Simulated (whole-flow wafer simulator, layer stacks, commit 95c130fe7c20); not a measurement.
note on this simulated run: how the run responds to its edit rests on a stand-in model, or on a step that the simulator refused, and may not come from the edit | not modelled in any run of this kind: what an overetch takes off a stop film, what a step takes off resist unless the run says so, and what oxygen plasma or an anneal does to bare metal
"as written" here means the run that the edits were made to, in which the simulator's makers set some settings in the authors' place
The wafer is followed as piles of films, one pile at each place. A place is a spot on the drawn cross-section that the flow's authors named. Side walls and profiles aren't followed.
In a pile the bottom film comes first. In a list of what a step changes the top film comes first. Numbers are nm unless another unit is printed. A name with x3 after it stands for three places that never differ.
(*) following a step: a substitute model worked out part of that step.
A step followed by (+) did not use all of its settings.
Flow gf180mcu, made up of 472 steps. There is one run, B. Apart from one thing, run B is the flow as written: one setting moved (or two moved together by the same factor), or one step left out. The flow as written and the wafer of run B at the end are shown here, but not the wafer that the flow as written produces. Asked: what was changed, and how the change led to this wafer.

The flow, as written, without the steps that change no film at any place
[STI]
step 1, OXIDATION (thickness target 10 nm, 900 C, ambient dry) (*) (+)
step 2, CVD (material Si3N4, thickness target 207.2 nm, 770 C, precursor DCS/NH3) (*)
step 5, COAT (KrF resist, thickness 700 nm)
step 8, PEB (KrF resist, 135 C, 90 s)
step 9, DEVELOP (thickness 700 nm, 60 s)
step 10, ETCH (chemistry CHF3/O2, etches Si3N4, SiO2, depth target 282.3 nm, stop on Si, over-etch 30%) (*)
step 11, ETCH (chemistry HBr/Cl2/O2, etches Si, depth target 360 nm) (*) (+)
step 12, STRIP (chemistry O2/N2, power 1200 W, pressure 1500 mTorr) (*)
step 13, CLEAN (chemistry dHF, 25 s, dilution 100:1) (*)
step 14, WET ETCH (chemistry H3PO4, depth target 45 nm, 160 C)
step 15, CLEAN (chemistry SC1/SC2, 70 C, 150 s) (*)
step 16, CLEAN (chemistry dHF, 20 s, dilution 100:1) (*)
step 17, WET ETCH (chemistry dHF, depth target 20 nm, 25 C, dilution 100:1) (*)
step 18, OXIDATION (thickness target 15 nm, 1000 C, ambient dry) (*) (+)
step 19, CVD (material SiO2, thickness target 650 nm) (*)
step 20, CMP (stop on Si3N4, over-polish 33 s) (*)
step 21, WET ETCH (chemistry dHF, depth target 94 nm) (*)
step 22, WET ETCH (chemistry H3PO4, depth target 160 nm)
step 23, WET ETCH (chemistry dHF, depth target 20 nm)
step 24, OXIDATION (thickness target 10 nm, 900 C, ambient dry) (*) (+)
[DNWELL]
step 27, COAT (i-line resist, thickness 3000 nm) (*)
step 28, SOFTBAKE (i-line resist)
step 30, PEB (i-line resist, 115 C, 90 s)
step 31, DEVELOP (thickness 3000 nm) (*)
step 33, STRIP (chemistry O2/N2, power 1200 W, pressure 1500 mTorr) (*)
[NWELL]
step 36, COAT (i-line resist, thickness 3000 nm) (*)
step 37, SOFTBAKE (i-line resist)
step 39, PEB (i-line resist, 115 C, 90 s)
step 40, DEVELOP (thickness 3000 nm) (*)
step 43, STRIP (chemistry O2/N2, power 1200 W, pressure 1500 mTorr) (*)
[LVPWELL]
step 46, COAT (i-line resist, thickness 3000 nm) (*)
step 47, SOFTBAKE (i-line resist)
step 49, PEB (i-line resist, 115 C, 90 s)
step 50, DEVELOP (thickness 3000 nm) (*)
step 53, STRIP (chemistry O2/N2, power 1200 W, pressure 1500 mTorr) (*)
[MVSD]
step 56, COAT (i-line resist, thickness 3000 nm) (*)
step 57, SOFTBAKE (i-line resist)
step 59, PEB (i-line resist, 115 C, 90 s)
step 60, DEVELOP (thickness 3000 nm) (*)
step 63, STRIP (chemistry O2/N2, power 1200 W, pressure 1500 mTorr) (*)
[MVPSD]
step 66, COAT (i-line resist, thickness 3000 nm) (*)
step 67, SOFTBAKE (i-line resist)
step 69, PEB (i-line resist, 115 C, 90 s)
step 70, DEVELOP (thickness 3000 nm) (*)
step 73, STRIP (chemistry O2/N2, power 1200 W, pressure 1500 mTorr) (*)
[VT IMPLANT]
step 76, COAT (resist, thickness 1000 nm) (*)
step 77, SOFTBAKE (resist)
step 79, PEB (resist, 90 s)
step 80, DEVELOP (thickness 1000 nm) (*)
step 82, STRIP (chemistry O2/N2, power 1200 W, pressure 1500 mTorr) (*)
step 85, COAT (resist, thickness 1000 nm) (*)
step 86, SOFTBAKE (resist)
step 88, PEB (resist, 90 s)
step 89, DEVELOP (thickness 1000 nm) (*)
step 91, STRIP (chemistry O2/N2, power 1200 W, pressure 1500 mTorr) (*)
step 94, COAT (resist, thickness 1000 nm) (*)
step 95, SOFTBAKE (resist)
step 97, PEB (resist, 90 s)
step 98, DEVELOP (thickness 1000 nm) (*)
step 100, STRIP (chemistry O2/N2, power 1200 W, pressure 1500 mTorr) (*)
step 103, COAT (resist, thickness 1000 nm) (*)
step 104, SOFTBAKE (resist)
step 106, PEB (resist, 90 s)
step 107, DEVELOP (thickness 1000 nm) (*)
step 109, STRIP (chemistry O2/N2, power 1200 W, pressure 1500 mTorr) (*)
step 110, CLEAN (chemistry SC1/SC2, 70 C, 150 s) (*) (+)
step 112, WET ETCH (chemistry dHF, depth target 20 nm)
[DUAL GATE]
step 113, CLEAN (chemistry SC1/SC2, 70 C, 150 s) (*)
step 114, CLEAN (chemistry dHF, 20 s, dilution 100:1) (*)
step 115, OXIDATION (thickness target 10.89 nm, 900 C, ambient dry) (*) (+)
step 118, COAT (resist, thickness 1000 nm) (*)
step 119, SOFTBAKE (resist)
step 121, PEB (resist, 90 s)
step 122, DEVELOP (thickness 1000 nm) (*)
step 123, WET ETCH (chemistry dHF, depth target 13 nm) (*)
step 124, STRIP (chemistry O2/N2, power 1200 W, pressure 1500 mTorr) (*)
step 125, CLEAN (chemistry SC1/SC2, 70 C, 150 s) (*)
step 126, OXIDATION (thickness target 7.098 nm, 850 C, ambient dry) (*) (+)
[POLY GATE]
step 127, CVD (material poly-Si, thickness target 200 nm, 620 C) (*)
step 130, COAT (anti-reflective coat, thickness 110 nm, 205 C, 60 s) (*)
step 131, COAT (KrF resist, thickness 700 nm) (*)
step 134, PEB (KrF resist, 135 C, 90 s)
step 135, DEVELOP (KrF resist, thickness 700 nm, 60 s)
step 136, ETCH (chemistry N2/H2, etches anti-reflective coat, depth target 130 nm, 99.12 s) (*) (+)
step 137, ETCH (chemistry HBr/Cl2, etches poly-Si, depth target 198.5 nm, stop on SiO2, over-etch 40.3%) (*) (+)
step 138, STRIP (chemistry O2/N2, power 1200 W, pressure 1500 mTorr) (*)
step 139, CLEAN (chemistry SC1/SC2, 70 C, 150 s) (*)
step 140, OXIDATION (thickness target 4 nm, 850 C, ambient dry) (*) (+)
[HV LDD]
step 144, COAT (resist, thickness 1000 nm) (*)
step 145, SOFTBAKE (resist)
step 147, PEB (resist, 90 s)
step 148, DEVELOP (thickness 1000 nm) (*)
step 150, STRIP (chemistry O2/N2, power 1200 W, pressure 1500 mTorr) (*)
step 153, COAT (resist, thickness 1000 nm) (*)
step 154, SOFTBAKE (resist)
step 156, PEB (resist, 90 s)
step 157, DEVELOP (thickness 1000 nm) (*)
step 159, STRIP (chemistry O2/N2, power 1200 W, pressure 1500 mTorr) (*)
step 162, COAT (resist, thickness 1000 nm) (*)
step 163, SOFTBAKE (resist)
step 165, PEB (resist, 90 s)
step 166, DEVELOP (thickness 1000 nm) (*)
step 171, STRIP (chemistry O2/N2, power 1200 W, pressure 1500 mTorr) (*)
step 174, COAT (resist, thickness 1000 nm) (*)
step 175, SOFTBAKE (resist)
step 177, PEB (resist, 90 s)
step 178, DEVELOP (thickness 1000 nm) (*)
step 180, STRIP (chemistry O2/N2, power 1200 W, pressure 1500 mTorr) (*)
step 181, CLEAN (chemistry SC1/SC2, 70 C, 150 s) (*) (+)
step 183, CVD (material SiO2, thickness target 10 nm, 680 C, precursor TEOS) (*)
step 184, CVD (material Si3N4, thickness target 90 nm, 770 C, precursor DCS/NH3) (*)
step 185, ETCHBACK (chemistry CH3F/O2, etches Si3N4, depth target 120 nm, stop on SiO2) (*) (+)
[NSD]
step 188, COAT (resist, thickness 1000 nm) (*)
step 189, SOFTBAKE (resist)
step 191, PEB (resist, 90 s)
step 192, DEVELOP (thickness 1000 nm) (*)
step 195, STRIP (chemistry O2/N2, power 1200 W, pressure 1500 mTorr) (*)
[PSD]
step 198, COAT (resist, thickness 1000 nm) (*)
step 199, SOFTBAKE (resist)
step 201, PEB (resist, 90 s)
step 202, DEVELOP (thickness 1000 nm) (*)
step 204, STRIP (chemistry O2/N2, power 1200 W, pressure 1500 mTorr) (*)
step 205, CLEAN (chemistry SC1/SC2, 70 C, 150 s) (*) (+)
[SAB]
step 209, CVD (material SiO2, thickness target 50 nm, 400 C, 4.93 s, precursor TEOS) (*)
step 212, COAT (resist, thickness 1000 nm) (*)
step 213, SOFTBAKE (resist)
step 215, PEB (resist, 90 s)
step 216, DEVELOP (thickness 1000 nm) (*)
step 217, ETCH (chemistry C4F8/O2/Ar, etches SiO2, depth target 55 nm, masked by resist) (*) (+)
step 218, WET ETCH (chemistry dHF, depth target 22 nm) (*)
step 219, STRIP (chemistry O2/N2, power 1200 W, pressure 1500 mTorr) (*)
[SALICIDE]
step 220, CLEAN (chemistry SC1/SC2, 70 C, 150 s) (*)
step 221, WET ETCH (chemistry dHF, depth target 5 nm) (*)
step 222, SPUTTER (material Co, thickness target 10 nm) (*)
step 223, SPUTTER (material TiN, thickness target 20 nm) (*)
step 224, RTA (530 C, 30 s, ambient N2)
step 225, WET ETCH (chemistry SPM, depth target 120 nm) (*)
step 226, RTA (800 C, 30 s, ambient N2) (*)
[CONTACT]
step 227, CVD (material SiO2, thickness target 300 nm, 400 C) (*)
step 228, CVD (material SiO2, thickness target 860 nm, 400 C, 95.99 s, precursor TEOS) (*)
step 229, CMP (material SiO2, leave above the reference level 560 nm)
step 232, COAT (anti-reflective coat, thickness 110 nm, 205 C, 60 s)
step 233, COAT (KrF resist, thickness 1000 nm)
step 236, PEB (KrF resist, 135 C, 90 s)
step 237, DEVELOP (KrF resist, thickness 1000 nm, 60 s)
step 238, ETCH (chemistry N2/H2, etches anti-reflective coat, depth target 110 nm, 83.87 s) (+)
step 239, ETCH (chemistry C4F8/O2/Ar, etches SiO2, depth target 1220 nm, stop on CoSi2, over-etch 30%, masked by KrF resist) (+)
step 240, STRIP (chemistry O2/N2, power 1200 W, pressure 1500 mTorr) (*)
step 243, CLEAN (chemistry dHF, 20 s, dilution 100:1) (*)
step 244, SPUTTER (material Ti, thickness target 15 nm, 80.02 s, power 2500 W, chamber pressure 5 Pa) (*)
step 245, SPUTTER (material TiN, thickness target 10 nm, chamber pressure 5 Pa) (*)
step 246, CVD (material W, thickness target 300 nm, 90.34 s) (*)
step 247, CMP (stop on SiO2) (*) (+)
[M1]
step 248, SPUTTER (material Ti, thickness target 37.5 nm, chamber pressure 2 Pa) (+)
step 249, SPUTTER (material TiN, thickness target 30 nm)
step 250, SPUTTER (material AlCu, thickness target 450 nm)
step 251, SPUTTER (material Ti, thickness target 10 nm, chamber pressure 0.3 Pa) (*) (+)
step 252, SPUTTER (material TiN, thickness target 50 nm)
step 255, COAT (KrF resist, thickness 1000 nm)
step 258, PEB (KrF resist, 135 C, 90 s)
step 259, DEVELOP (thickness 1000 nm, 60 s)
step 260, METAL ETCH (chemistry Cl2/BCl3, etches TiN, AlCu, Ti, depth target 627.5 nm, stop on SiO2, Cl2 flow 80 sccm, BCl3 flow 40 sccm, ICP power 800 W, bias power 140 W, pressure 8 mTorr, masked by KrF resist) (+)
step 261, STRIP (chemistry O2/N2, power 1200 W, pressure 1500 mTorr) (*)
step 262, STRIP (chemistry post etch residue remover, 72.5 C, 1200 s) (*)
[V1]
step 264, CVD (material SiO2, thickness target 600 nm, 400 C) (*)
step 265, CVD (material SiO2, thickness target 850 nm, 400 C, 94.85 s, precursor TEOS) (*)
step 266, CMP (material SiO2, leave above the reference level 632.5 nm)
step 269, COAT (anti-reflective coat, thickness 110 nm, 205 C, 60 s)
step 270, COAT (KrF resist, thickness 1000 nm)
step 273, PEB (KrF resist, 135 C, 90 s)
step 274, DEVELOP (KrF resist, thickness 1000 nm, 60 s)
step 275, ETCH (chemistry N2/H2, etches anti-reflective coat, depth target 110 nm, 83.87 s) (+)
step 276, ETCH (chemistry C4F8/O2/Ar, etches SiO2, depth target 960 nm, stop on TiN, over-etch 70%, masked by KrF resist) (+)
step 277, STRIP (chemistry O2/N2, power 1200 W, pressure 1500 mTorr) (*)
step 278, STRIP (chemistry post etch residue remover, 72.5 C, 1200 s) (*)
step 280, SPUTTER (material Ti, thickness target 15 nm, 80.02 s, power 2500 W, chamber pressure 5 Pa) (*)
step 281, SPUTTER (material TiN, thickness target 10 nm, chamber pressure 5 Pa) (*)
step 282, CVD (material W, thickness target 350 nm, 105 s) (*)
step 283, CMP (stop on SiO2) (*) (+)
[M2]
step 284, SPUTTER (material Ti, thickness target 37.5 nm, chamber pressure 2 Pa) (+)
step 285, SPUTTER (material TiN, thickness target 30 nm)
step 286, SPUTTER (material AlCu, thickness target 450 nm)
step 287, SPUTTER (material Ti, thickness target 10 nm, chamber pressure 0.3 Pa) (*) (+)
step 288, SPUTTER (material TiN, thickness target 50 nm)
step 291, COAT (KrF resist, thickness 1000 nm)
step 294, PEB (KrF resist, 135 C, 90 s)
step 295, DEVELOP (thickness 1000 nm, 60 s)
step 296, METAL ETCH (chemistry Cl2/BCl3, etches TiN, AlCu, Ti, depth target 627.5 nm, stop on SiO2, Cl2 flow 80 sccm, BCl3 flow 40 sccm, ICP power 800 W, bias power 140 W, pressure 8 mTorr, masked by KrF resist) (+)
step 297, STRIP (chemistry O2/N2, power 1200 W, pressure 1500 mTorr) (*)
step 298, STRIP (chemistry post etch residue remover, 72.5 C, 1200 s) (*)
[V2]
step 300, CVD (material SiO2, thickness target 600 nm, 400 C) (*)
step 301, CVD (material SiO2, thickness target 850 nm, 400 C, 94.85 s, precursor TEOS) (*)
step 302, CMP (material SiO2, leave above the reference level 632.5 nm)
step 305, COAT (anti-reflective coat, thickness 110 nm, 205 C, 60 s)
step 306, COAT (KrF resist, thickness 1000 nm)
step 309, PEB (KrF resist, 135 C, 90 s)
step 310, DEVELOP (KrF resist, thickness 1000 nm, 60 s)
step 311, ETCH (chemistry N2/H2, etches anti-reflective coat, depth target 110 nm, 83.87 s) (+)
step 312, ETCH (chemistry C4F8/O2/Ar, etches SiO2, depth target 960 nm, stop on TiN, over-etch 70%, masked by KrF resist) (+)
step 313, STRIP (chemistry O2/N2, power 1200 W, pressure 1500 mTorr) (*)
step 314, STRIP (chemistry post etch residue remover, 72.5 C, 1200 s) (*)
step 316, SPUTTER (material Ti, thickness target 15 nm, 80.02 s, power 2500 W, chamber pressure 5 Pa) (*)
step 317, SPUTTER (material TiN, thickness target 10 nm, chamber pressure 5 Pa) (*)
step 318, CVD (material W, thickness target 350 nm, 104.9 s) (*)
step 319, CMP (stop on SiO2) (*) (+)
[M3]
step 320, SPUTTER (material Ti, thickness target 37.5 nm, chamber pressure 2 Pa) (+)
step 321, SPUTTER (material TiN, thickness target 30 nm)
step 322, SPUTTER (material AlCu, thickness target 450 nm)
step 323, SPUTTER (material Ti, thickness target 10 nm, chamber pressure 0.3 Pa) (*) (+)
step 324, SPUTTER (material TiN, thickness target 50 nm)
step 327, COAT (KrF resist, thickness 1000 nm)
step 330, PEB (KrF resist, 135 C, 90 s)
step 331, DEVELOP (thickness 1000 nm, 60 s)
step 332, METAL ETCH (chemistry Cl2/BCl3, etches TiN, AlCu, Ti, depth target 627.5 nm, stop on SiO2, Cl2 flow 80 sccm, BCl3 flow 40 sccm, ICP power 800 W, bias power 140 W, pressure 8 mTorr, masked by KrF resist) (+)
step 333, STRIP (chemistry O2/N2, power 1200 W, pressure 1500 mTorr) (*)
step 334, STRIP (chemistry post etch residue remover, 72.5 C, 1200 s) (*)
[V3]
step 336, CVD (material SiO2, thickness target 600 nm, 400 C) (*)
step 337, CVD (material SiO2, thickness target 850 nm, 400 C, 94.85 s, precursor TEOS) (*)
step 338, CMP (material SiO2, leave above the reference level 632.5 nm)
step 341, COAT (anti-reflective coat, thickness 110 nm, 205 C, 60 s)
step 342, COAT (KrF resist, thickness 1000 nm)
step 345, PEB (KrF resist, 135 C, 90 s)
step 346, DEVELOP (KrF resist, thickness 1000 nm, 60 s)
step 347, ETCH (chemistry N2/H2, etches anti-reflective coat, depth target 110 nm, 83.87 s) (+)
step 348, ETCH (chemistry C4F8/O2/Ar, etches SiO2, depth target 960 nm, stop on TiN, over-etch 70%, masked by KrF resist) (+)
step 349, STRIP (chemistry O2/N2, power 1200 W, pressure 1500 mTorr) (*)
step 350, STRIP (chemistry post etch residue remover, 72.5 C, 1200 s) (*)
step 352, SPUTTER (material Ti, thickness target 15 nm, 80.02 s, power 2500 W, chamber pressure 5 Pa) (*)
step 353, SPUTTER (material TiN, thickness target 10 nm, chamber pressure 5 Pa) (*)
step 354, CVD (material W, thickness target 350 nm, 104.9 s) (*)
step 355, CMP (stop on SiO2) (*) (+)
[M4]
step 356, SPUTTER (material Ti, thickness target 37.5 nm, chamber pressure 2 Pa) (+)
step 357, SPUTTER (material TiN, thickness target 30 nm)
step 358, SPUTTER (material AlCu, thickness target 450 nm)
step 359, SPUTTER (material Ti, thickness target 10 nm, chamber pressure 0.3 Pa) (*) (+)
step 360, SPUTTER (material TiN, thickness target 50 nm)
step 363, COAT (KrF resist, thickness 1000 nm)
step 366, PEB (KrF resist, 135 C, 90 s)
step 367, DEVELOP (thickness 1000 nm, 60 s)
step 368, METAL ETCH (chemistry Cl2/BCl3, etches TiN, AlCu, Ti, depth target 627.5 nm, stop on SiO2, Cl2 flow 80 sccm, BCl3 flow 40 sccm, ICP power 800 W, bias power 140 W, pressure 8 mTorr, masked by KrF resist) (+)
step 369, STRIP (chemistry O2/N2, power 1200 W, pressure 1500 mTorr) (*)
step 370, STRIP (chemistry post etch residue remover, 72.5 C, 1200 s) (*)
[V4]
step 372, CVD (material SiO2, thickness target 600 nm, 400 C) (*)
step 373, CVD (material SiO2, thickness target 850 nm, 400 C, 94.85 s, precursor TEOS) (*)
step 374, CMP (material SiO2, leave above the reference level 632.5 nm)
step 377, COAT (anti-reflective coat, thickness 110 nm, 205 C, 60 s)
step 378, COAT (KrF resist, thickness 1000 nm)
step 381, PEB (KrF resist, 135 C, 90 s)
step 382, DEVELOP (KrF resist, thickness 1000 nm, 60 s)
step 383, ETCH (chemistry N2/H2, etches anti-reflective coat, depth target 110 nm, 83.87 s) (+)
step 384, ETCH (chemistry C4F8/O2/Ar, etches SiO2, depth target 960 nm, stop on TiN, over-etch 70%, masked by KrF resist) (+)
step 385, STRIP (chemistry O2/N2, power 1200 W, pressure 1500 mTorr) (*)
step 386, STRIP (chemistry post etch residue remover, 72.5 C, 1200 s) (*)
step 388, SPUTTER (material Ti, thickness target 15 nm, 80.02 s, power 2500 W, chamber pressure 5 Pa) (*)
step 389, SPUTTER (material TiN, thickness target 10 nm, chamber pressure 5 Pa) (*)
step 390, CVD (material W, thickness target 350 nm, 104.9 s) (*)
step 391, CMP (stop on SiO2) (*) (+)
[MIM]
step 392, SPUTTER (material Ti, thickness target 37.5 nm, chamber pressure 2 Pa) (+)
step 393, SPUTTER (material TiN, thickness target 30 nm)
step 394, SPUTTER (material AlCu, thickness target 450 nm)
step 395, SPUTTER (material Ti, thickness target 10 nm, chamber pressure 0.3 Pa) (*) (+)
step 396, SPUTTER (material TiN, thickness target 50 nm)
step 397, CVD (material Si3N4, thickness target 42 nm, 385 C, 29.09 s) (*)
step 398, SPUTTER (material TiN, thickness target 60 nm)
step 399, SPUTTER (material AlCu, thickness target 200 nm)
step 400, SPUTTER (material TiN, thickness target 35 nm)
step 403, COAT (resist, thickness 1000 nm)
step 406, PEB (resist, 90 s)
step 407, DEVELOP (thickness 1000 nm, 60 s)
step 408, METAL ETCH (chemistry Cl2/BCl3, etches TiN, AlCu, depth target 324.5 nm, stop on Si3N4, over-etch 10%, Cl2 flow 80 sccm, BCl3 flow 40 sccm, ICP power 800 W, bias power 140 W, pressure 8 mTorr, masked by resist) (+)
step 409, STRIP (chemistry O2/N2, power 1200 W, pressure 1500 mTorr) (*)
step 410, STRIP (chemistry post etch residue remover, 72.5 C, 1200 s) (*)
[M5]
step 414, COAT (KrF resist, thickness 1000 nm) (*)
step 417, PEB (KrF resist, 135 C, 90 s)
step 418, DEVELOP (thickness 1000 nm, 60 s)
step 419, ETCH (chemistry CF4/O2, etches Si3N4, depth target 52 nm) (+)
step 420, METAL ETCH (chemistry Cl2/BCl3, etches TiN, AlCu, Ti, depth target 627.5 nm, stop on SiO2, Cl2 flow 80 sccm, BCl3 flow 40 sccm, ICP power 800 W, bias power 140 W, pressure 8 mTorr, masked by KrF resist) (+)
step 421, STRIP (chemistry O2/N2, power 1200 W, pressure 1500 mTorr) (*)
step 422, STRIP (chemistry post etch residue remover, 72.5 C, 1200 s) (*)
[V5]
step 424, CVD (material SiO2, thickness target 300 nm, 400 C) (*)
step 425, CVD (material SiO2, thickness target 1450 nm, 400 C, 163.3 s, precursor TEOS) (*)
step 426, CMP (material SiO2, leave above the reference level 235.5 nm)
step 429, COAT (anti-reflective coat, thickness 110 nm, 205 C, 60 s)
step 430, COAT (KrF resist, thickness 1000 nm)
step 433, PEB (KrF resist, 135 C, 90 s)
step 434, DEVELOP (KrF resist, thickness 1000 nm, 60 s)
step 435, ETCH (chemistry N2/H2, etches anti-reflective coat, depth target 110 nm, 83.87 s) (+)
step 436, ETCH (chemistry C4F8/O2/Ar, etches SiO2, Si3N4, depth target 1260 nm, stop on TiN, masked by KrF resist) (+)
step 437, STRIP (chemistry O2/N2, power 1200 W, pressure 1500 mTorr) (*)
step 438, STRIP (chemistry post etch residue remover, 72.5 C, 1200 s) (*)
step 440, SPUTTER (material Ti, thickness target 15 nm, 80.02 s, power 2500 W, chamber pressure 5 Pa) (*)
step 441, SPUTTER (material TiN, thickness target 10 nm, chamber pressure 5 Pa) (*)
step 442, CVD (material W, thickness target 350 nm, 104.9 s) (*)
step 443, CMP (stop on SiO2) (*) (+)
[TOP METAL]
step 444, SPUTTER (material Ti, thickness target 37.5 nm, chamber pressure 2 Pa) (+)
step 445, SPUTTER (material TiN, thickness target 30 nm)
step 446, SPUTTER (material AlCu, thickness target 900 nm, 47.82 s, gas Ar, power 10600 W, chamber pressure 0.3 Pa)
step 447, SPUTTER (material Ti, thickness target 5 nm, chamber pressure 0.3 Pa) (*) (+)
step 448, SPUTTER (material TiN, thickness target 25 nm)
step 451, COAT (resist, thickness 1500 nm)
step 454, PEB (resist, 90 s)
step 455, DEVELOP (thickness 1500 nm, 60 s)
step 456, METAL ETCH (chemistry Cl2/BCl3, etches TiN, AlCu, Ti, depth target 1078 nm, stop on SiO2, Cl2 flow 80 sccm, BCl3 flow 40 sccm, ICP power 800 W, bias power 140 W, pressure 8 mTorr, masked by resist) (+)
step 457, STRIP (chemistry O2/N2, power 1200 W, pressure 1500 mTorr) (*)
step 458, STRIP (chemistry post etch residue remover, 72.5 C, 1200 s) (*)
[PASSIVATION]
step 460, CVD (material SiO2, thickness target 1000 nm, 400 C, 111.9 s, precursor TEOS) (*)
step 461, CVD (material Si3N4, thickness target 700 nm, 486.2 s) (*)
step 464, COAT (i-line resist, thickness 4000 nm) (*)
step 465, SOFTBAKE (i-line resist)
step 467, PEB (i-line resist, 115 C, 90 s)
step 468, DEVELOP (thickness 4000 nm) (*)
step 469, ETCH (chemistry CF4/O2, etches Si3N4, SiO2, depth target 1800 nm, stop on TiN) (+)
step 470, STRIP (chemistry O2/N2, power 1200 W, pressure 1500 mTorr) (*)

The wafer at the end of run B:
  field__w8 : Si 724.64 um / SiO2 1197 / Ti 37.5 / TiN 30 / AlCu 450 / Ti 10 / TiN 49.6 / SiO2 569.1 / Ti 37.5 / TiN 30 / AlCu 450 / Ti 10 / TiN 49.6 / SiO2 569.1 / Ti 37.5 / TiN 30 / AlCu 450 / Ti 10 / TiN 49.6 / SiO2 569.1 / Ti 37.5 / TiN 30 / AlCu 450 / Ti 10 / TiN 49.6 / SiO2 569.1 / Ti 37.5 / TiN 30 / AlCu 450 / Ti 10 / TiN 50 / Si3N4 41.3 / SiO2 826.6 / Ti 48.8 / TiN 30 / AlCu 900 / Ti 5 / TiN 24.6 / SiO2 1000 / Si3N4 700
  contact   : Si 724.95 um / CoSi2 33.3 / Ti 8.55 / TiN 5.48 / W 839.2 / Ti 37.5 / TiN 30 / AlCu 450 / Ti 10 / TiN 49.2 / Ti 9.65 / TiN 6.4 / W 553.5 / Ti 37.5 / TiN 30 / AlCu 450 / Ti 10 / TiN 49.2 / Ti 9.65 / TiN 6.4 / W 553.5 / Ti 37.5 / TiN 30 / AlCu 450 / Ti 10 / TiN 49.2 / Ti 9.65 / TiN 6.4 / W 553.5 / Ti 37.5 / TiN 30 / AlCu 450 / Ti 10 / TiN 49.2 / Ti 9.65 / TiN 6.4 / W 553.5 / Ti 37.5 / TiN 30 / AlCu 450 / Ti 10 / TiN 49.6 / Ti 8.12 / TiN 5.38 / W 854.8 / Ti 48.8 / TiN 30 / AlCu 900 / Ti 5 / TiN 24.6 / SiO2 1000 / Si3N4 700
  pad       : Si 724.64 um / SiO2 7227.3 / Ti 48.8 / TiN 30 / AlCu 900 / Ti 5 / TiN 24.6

The reason: step 444, SPUTTER: thickness target 48.8 nm was run, though the flow has thickness target 37.5 nm.
The wafer itself shows it: field__w8 has Ti 48.8, and step 444 as written asks for 37.5 nm.

Step by step, how the change led to this:
  step 444, SPUTTER (material Ti, thickness target 37.5 nm, chamber pressure 2 Pa) (+)
      field, field__w1, field__w2 and 109 more: +48.8 Ti (new film) (it would be, as written: +37.5 Ti (new film))
  step 456, METAL ETCH (chemistry Cl2/BCl3, etches TiN, AlCu, Ti, depth target 1078 nm, stop on SiO2, Cl2 flow 80 sccm, BCl3 flow 40 sccm, ICP power 800 W, bias power 140 W, pressure 8 mTorr, masked by resist) (+)
      field, field__w1, field__w2 and 103 more: -25 TiN (all of it), -5 Ti (all of it), -900 AlCu (all of it), -30 TiN (all of it), -48.8 Ti (all of it) (it would be, as written: -25 TiN (all of it), -5 Ti (all of it), -900 AlCu (all of it), -30 TiN (all of it), -37.5 Ti (all of it))
  step 465, SOFTBAKE (i-line resist)
      field__w5, field__w9: +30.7 i-line resist (it would be, as written: +37.3 i-line resist)
      field__w11, field__w13: +31.8 i-line resist (it would be, as written: +37.9 i-line resist)
      (and at 56 other places as well)
